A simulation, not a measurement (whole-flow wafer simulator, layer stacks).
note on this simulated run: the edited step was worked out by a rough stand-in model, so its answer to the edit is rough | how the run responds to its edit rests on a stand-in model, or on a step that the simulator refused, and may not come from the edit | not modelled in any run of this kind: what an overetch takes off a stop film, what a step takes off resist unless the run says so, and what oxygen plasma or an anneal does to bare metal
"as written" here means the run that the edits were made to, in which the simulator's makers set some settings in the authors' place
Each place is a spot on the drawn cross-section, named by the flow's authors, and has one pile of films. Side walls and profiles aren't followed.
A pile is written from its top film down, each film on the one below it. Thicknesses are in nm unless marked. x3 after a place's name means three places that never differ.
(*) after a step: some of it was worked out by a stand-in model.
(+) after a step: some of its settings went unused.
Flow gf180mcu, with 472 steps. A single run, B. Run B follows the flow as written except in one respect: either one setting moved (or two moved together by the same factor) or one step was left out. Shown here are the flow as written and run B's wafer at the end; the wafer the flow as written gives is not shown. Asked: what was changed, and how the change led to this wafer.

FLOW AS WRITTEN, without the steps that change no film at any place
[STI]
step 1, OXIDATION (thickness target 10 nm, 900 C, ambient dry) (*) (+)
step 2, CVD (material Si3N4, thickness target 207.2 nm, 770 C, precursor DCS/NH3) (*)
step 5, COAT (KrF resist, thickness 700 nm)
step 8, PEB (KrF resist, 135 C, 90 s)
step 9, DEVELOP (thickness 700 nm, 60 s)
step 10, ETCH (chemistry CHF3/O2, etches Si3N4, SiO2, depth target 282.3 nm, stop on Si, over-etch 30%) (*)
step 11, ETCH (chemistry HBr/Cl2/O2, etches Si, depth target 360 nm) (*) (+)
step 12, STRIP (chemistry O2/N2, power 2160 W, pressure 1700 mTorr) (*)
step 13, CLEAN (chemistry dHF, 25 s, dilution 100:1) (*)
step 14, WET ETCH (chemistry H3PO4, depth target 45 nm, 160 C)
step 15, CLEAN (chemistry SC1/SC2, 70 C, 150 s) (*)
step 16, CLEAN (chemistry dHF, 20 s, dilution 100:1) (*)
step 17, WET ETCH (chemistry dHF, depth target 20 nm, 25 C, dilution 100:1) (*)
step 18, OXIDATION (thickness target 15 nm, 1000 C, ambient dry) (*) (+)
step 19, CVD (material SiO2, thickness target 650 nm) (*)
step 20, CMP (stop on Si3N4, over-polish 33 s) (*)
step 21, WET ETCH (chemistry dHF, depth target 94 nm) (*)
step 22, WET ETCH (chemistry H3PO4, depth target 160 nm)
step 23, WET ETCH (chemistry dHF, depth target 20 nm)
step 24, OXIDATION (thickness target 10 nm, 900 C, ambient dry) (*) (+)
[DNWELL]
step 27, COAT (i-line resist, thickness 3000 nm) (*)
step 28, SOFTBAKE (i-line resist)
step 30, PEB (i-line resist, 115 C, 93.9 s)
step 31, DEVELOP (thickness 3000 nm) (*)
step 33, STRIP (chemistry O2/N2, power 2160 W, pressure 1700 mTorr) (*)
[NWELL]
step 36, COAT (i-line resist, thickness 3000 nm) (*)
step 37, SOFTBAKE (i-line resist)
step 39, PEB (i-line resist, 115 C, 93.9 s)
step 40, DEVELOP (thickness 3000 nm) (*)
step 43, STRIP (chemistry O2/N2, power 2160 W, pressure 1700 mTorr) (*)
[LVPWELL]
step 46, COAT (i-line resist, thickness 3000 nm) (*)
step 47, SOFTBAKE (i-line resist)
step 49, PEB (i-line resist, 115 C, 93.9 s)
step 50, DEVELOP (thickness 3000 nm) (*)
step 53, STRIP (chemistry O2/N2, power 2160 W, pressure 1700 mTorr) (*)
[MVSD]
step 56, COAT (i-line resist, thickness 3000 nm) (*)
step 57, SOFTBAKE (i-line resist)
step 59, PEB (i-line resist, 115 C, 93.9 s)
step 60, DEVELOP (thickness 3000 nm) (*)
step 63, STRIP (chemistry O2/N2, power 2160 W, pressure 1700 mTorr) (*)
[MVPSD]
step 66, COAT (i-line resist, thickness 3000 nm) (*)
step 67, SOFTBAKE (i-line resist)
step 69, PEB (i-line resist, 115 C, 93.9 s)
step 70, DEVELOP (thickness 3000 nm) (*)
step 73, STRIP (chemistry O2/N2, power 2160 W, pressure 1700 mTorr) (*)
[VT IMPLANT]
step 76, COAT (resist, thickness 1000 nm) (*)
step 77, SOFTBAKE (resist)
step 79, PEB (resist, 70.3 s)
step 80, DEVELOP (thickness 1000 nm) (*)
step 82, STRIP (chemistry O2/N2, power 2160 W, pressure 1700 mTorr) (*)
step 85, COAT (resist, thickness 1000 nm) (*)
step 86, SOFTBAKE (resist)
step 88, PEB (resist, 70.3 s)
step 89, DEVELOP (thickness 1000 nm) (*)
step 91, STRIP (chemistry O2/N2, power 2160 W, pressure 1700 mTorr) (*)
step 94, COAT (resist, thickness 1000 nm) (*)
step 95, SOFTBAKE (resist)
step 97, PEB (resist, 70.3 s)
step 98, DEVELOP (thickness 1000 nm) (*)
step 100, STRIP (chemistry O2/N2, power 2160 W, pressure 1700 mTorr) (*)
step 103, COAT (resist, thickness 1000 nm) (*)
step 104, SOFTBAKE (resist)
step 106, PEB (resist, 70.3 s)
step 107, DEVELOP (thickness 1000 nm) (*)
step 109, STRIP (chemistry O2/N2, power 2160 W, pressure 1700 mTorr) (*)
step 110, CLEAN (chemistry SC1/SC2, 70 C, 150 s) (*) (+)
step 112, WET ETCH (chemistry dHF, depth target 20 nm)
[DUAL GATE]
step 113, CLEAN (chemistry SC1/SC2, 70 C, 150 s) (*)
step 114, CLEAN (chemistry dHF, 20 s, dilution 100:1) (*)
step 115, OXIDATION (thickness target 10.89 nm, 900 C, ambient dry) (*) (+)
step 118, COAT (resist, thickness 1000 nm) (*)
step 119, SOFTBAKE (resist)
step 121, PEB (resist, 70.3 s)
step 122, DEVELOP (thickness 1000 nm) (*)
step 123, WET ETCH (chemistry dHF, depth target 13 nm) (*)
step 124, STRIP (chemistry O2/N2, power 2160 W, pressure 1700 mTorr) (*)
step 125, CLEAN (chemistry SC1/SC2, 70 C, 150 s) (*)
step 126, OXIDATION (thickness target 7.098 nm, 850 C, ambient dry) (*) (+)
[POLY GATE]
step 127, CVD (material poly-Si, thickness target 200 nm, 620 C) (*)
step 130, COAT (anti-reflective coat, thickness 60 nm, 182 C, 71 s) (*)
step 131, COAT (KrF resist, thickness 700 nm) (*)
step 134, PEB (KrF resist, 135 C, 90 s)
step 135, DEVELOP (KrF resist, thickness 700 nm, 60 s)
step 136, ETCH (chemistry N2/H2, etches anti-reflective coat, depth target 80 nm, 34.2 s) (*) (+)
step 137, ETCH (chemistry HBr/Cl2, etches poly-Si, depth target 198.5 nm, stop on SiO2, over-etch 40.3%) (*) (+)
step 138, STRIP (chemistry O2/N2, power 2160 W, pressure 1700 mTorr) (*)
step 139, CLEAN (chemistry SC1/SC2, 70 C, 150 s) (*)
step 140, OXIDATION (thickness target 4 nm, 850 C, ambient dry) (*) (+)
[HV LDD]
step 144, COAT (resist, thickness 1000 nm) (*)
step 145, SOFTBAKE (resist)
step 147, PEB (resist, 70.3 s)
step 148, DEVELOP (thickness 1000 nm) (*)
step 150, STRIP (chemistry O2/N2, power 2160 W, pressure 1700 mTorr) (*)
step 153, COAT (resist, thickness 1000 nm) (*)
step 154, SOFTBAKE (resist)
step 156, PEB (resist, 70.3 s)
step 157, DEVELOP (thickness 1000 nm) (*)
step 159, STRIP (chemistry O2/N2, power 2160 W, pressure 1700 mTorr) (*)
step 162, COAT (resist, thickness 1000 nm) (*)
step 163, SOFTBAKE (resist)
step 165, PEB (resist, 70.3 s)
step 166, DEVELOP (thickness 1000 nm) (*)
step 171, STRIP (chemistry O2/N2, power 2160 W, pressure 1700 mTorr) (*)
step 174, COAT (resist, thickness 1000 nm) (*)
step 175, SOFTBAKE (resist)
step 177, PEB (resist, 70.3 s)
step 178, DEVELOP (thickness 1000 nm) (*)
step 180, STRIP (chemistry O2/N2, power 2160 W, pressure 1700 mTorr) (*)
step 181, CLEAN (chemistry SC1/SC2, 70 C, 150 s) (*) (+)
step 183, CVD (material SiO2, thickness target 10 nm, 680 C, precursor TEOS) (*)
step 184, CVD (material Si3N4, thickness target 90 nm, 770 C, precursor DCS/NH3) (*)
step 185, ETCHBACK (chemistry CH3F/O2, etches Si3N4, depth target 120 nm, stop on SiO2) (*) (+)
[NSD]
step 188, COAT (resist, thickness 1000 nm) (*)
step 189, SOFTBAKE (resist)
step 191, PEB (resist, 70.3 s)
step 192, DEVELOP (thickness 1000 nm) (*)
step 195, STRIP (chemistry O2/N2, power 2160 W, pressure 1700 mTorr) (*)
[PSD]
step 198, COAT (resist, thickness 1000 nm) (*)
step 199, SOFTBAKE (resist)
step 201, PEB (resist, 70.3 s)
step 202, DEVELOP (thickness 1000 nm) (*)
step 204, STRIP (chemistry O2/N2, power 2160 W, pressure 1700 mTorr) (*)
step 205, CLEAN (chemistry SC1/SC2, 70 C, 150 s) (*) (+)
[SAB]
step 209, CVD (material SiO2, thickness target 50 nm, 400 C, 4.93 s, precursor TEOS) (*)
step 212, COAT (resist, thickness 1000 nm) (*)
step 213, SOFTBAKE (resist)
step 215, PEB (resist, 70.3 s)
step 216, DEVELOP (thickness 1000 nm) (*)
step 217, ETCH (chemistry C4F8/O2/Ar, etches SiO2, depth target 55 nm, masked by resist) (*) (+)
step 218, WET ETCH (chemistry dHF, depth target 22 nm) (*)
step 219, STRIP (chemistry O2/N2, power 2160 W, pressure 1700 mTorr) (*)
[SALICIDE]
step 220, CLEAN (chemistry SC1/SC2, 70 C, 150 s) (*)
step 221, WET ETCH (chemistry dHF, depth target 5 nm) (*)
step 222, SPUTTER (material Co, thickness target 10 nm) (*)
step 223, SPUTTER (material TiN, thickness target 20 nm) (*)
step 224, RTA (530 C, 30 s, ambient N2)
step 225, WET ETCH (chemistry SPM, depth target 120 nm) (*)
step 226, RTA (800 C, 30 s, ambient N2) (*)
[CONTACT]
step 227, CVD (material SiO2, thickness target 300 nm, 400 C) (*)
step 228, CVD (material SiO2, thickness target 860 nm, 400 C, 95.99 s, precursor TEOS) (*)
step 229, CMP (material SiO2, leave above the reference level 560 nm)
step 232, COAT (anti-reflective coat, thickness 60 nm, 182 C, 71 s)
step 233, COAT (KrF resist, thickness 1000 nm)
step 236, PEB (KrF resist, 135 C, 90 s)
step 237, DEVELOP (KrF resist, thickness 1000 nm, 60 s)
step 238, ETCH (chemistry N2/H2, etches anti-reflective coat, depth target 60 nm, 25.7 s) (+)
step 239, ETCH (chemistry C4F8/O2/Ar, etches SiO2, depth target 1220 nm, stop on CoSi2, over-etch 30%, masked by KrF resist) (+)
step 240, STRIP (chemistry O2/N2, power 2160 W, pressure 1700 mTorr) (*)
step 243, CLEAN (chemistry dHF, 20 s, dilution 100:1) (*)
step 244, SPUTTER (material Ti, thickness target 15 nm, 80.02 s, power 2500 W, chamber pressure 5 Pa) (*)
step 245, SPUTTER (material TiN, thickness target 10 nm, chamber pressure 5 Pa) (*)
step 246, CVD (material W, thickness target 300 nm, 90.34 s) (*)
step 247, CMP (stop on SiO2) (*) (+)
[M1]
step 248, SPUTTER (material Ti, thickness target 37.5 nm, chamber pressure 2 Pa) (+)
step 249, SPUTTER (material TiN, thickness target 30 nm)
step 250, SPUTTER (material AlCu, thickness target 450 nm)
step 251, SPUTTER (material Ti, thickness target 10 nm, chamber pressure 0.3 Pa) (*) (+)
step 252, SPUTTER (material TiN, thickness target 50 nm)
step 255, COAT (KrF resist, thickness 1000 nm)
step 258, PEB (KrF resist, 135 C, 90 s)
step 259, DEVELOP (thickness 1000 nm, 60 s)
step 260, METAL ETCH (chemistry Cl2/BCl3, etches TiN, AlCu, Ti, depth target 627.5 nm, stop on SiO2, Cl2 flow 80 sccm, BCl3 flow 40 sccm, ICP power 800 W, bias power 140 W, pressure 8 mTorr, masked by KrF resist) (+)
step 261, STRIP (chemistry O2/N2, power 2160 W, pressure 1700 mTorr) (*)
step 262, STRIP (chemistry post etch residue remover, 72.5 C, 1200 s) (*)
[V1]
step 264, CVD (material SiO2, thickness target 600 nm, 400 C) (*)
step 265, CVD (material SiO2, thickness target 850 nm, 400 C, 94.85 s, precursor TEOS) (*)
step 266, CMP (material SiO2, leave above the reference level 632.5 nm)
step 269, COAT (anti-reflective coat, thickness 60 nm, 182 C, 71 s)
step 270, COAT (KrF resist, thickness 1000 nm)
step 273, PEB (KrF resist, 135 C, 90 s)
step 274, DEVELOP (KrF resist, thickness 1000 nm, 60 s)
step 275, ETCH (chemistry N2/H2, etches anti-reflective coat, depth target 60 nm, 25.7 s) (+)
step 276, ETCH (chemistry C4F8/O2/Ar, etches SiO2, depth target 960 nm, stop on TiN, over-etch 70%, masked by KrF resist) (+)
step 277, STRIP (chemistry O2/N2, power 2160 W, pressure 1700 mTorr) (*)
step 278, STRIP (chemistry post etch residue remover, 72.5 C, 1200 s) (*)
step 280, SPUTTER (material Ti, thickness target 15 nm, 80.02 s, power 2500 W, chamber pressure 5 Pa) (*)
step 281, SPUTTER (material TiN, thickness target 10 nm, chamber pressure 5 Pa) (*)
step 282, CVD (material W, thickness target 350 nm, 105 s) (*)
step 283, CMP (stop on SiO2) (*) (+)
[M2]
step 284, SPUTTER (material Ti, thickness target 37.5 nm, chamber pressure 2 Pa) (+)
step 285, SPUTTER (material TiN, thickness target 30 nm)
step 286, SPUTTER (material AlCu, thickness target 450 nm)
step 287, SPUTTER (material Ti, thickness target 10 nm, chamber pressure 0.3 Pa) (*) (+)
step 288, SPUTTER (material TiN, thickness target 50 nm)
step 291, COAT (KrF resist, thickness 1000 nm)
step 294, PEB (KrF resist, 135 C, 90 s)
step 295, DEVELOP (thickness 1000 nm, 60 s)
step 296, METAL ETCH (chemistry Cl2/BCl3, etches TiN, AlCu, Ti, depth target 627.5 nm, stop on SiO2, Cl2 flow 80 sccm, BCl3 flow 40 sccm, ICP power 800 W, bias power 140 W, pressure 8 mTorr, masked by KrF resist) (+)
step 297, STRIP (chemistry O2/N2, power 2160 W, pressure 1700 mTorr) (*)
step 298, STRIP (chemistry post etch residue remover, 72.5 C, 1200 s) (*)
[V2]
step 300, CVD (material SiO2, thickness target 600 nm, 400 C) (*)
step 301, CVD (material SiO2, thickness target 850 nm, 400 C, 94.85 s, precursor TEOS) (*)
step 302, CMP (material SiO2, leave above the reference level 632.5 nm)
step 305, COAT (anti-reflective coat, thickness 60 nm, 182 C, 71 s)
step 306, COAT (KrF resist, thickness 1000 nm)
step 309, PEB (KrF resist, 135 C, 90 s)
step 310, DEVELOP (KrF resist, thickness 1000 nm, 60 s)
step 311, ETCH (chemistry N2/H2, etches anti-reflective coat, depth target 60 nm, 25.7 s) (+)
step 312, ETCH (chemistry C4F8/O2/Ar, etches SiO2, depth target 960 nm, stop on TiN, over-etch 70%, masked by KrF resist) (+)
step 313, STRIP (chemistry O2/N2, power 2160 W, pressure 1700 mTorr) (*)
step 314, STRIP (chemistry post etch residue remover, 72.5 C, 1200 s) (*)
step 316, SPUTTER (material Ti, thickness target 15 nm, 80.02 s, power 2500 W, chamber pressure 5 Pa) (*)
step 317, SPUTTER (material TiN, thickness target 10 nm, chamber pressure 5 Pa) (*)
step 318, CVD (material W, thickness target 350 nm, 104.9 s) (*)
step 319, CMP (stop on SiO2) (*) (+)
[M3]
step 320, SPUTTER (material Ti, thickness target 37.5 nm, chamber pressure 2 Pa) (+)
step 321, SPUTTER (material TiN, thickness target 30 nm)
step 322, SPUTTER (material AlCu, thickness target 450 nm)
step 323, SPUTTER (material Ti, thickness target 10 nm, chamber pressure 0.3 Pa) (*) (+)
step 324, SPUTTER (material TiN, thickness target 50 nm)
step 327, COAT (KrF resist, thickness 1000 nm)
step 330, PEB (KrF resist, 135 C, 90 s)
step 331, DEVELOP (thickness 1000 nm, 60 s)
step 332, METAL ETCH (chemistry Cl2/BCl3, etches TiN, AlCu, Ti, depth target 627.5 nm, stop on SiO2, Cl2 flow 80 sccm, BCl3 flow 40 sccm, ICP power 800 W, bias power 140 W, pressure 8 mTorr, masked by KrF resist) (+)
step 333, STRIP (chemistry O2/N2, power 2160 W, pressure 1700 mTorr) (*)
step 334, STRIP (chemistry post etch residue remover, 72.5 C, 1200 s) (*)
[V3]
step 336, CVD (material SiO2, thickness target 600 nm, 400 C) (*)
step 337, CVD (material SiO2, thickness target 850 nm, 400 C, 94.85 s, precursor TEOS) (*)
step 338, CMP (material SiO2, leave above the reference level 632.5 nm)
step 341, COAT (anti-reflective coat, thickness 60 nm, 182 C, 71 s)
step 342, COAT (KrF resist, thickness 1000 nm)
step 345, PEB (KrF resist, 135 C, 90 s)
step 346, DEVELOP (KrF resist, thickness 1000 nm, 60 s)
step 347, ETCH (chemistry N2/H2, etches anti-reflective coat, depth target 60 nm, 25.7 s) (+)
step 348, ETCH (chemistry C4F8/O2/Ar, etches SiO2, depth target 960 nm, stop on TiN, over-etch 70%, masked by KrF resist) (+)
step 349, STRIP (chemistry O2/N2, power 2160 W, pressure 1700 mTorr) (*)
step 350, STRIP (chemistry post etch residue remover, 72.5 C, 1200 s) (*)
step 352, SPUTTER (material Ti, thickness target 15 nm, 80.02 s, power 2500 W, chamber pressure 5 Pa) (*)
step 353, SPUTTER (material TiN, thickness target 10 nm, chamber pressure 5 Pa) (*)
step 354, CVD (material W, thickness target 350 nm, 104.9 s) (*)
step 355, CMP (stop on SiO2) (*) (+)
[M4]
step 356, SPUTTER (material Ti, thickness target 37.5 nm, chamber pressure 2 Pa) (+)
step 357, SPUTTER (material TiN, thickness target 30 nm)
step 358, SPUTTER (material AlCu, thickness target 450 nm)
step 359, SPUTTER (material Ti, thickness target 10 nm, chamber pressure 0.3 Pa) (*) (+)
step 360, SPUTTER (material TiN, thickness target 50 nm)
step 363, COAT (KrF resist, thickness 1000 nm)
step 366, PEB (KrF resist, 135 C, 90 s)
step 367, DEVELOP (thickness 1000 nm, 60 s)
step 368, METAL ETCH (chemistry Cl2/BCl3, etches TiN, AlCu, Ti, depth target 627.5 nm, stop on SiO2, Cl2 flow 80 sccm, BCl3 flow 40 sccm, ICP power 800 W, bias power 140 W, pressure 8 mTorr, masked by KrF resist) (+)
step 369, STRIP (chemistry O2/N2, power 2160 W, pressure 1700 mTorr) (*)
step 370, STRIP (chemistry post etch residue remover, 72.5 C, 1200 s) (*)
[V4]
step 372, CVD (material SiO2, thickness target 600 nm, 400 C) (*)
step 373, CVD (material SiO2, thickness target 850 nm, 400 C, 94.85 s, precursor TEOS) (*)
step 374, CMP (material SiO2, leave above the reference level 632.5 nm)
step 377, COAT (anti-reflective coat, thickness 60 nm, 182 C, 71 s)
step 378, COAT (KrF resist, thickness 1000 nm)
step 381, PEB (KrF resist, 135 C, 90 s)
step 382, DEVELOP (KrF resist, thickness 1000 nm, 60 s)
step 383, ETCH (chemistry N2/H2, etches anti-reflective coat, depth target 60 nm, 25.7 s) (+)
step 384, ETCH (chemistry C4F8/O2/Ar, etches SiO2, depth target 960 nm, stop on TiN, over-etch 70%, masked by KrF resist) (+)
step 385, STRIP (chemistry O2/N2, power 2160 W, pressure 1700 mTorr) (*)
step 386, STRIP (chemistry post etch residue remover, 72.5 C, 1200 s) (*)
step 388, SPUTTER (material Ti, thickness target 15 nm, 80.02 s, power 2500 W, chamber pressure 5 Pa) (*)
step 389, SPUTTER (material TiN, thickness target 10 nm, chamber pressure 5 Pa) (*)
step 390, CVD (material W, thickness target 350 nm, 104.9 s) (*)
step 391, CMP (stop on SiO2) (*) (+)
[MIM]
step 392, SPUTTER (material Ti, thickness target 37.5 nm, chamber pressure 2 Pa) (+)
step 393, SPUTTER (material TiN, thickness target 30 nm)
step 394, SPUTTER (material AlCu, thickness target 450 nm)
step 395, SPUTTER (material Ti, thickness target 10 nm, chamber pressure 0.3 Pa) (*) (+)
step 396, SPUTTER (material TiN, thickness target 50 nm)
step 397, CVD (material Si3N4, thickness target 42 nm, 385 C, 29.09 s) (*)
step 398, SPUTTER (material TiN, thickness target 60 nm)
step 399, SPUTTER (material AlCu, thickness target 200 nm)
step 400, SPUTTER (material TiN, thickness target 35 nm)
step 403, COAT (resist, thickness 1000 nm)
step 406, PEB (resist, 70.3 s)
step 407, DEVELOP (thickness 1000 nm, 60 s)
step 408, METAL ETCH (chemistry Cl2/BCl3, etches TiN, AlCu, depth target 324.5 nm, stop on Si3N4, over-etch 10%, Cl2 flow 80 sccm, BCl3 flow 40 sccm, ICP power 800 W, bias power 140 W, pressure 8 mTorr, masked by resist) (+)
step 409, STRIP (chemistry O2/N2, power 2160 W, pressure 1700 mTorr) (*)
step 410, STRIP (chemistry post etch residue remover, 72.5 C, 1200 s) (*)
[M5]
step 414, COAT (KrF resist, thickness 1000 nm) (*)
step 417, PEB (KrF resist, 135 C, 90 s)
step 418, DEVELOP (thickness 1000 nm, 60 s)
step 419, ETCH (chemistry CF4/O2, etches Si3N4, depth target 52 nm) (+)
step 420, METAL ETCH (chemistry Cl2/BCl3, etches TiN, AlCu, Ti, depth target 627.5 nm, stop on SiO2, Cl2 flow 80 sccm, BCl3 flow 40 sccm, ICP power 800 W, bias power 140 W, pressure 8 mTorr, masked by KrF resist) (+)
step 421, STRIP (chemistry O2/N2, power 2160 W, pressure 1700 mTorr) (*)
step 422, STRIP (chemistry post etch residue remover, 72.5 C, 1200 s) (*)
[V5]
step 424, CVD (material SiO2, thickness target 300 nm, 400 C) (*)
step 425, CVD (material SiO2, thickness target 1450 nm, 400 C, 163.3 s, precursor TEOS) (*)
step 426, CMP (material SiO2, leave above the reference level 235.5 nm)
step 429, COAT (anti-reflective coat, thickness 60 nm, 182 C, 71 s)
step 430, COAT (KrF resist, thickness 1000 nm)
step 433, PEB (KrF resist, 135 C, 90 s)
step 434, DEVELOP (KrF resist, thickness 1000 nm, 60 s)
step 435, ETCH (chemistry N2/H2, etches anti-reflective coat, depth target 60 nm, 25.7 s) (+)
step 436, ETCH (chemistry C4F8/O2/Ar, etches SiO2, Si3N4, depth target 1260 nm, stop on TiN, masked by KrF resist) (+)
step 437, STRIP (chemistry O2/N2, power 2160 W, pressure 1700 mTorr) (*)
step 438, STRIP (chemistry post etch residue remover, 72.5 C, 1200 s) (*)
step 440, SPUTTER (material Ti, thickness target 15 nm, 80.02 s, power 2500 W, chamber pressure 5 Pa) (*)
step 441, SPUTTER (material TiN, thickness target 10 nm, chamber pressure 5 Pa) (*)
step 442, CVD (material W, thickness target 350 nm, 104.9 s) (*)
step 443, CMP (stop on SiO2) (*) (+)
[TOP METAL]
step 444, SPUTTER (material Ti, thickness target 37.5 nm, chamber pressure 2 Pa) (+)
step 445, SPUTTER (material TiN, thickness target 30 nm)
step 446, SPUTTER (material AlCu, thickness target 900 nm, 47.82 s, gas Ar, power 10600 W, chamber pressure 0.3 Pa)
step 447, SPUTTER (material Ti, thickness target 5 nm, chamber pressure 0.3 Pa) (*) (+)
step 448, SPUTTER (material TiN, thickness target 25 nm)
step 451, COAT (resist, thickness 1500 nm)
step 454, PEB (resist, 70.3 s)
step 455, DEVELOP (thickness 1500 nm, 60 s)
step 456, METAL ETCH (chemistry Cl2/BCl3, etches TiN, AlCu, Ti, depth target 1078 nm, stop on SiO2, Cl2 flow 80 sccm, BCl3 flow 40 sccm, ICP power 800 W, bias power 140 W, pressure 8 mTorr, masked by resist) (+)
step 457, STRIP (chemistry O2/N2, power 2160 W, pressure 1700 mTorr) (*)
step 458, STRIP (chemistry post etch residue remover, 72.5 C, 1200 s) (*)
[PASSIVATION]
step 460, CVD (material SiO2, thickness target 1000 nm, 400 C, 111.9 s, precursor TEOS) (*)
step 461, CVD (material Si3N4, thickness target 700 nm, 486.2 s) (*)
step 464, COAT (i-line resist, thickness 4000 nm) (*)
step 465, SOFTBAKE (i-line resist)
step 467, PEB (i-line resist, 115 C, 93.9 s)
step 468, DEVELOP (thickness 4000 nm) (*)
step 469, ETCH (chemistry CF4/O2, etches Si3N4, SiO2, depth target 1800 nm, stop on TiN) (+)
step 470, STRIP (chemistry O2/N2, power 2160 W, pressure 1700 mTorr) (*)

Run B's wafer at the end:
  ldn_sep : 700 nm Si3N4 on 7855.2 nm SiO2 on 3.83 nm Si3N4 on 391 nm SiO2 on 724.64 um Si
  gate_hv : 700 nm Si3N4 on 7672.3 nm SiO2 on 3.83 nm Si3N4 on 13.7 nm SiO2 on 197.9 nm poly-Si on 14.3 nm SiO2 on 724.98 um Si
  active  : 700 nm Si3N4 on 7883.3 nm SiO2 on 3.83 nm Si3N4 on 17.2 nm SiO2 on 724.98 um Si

The reason: step 184, CVD: thickness target 128 nm was run, whereas the flow has thickness target 90 nm.

How this came from the change, step by step:
  step 184, CVD (material Si3N4, thickness target 90 nm, 770 C, precursor DCS/NH3) (*)
      field, field__w1, field__w2 and 101 more: +128 Si3N4 (new film) (as written it would have been: +90 Si3N4 (new film))
  step 185, ETCHBACK (chemistry CH3F/O2, etches Si3N4, depth target 120 nm, stop on SiO2) (*) (+)
      field, field__w1, field__w2 and 100 more: -120 Si3N4 (as written it would have been: -90 Si3N4 (all of it), -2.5 SiO2)
  step 188, COAT (resist, thickness 1000 nm) (*)
      spacer: +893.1 resist (new film) (as written it would have been: +920.2 resist (new film))
  step 189, SOFTBAKE (resist)
      field__w9: -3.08 resist (as written it would have been: +6.92 resist)
      field__w2: +1.93 resist (as written it would have been: +2.46 resist)
      (also at 20 further places)
  step 192, DEVELOP (thickness 1000 nm) (*)
      spacer: -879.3 resist (all of it) (as written it would have been: -905.9 resist (all of it))
  step 198, COAT (resist, thickness 1000 nm) (*)
      spacer: +893.1 resist (new film) (as written it would have been: +920.2 resist (new film))
  step 199, SOFTBAKE (resist)
      field__w9: -3.08 resist (as written it would have been: +6.92 resist)
      field__w2: +1.93 resist (as written it would have been: +2.46 resist)
      (also at 20 further places)
  step 204, STRIP (chemistry O2/N2, power 2160 W, pressure 1700 mTorr) (*)
      spacer: -879.3 resist (all of it) (as written it would have been: -905.9 resist (all of it))
  step 205, CLEAN (chemistry SC1/SC2, 70 C, 150 s) (*) (+)
      field, field__w1, field__w2 and 105 more: -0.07 Si3N4 (as written it would have been: -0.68 SiO2)
  step 209, CVD (material SiO2, thickness target 50 nm, 400 C, 4.93 s, precursor TEOS) (*)
      field, field__w7, field__w8 and 73 more: +50 SiO2 (new film) (as written it would have been: +50 SiO2)
      field_sub__w1, field_sub__w3, field_sub__w4, field_sub__w5, ld_drift_n: +48.8 SiO2 (new film) (as written it would have been: +48.9 SiO2)
      (also at 27 further places)
  step 212, COAT (resist, thickness 1000 nm) (*)
      spacer: +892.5 resist (new film) (as written it would have been: +919.4 resist (new film))
  step 213, SOFTBAKE (resist)
      npoly_sal: +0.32 resist (as written it would have been: -0.55 resist)
      field__w5: +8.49 resist (as written it would have been: +7.65 resist)
      (also at 9 further places)
  step 216, DEVELOP (thickness 1000 nm) (*)
      spacer: -878.7 resist (all of it) (as written it would have been: -905.1 resist (all of it))
  step 217, ETCH (chemistry C4F8/O2/Ar, etches SiO2, depth target 55 nm, masked by resist) (*) (+)
      field, field__w7, field__w8 and 70 more: -50 SiO2 (all of it), -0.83 Si3N4 (as written it would have been: -55 SiO2)
      field_sub__w1, field_sub__w3, field_sub__w4, field_sub__w5, ld_drift_n: -48.8 SiO2 (all of it), -1.04 Si3N4 (as written it would have been: -55 SiO2)
      (also at 21 further places)
  step 218, WET ETCH (chemistry dHF, depth target 22 nm) (*)
      gate, gate_hv, gate_p and 23 more: -2.46 Si3N4 (as written it would have been: -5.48 SiO2 (all of it))
      field, field__w10, sti and 14 more: -2.46 Si3N4 (as written it would have been: -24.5 SiO2)
      (also at 56 further places)
  step 219, STRIP (chemistry O2/N2, power 2160 W, pressure 1700 mTorr) (*)
      gate, gate_hv, gate_p and 23 more: nothing (as written it would have been: +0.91 chemical SiO2 (new film), -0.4 poly-Si)
      active, p_well, sd_n and 20 more: nothing (as written it would have been: +0.91 chemical SiO2 (new film), -0.4 Si)
  ... 14 other steps ...
  step 471, ANNEAL (400 C, 1800 s, ambient N2/H2)
      polyc_n, polyc_p: under 9 films: +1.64 void (new film), -3.83 Ti, +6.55 TiSi first (new film), -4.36 poly-Si (as written it would have been: nothing)
      contact: under 49 films: +1.62 void (new film), -3.83 Ti, +6.55 TiSi first (new film), -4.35 Si (as written it would have been: nothing)
If metal films that touch count as one body, gate_hv has 0 bodies; the flow as written gives 1 body.
If metal films that touch count as one body, active has 0 bodies; the flow as written gives 1 body.
